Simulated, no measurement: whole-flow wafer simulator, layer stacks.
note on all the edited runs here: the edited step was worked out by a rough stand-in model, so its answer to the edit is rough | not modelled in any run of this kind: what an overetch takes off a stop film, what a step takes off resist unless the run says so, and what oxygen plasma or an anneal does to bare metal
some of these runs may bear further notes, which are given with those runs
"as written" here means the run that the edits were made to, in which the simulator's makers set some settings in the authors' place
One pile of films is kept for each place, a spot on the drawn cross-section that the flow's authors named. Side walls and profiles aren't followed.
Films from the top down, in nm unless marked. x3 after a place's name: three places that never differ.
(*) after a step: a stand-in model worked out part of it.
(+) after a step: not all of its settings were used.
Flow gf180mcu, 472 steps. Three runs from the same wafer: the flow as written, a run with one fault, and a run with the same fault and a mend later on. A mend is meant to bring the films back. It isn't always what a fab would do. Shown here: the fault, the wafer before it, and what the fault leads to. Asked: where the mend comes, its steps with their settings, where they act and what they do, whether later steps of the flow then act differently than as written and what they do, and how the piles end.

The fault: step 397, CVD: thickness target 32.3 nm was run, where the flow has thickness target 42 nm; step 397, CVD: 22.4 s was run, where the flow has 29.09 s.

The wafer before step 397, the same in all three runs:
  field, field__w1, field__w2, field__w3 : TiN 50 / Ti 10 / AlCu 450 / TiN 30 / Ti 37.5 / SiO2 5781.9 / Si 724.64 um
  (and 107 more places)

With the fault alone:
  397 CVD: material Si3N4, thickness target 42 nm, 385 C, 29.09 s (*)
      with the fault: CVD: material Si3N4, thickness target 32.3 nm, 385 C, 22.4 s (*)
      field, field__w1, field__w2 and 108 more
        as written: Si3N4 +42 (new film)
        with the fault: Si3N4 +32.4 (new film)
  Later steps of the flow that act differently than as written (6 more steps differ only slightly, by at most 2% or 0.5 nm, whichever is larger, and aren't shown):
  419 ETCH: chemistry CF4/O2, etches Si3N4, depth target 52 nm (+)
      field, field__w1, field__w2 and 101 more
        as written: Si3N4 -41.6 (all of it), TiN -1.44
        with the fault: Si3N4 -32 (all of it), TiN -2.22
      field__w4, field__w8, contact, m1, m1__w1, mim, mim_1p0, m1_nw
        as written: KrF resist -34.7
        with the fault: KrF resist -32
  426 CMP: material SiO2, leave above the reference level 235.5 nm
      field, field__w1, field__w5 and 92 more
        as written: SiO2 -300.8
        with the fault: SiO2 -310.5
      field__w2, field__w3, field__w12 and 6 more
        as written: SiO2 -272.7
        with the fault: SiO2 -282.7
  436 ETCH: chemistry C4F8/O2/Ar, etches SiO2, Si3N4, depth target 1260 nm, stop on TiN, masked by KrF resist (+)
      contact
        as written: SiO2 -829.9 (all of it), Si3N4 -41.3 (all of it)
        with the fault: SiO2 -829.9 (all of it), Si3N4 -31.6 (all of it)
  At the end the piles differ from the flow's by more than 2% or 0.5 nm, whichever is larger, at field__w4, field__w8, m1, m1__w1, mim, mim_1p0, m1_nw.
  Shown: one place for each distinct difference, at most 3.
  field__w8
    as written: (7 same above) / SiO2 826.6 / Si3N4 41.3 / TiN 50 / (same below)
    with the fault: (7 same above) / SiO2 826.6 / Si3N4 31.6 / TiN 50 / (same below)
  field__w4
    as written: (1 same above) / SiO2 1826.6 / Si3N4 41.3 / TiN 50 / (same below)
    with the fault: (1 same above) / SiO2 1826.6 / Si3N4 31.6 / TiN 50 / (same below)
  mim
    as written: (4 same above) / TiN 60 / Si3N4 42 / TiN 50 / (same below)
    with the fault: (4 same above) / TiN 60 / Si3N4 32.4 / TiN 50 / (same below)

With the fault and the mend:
  The mend comes after step 397.
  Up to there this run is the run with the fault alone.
  397a CVD: material Si3N4, thickness target 9.7 nm, 385 C, 6.717 s (the flow's step 397 once more, with other settings)
      field, field__w1, field__w2 and 108 more
        Si3N4 +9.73
  No later step of the flow acts differently than as written, at any place that is followed, by more than 2% or 0.5 nm, whichever is larger.
  At the end the piles differ from the flow's only slightly at the places that both follow, by at most 2% or 0.5 nm, whichever is larger.
